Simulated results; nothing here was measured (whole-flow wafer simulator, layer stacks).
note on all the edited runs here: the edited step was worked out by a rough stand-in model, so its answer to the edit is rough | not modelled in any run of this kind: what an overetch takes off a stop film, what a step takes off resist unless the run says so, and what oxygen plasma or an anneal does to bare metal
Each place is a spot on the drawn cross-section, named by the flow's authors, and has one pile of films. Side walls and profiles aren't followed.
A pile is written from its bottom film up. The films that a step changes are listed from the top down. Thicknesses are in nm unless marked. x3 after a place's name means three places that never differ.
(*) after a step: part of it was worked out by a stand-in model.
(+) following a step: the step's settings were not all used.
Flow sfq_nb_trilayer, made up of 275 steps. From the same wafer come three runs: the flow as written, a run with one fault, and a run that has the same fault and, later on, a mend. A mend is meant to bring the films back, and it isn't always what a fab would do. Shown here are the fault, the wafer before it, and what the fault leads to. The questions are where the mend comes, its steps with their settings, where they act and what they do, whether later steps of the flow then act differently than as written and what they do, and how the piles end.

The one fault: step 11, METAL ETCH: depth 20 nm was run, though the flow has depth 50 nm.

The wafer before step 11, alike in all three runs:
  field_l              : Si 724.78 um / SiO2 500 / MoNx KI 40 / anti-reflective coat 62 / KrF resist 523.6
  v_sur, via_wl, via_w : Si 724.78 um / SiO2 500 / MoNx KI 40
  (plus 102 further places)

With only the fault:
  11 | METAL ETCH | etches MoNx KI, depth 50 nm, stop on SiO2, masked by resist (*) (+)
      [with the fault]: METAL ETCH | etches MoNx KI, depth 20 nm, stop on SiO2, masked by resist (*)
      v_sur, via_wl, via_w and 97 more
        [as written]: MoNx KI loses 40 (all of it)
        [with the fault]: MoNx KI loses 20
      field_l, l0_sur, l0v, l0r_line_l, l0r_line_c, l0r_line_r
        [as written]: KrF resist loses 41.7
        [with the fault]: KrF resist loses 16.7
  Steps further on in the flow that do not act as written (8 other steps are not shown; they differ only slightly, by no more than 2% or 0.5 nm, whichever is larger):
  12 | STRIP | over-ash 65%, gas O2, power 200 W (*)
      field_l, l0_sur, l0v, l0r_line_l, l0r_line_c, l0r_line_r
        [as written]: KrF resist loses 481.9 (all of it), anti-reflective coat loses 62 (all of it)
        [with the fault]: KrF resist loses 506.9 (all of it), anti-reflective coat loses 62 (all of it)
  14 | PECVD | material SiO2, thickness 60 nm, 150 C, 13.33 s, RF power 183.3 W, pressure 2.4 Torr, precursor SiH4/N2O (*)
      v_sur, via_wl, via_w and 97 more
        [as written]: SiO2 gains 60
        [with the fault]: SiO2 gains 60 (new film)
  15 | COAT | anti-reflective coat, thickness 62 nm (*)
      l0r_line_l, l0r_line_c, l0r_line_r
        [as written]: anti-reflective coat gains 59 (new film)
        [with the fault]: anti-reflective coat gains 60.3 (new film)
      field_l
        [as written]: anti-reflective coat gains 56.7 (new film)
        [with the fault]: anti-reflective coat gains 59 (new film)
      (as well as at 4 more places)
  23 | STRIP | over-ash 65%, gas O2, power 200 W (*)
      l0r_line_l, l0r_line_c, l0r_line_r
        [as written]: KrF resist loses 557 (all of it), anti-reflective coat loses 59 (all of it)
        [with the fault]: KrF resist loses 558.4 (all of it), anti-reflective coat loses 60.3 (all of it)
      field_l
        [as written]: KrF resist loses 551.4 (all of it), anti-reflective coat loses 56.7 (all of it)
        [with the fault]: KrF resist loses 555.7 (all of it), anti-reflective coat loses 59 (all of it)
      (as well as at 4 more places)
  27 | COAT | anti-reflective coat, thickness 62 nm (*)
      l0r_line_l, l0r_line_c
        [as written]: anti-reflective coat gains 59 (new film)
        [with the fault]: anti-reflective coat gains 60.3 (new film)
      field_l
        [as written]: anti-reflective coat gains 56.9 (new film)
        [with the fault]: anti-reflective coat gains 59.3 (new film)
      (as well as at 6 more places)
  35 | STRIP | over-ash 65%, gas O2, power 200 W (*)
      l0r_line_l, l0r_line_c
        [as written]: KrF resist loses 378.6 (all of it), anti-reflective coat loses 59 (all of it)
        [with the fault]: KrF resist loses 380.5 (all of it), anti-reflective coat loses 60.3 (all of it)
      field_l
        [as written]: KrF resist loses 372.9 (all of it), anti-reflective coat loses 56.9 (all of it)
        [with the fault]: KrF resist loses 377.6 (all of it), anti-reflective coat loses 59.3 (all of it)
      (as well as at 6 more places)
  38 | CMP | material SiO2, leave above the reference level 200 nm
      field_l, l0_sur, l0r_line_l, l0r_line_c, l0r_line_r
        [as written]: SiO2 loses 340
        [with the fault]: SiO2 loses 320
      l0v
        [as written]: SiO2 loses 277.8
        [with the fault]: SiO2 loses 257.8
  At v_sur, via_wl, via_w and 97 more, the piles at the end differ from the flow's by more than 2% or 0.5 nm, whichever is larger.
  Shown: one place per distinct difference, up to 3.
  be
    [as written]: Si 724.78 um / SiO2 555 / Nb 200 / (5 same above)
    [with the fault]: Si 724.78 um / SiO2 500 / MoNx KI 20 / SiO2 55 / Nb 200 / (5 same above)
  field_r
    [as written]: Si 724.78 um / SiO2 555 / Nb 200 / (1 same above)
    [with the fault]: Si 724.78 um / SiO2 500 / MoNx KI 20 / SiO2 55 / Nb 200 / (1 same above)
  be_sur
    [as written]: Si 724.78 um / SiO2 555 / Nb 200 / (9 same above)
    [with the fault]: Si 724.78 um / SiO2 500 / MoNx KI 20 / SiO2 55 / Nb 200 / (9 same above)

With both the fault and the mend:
  After step 11 comes the mend.
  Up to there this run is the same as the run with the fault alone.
  11a | METAL ETCH | etches MoNx KI, depth 30 nm, stop on SiO2, masked by resist (+) (a further turn of the flow's step 11, with different settings)
      v_sur, via_wl, via_w and 97 more
        MoNx KI loses 20 (all of it)
      field_l, l0_sur, l0v, l0r_line_l, l0r_line_c, l0r_line_r
        KrF resist loses 25
  Later steps of the flow that are run all act as written at every place that is followed.
  At every place that both follow, the piles at the end match the flow's.
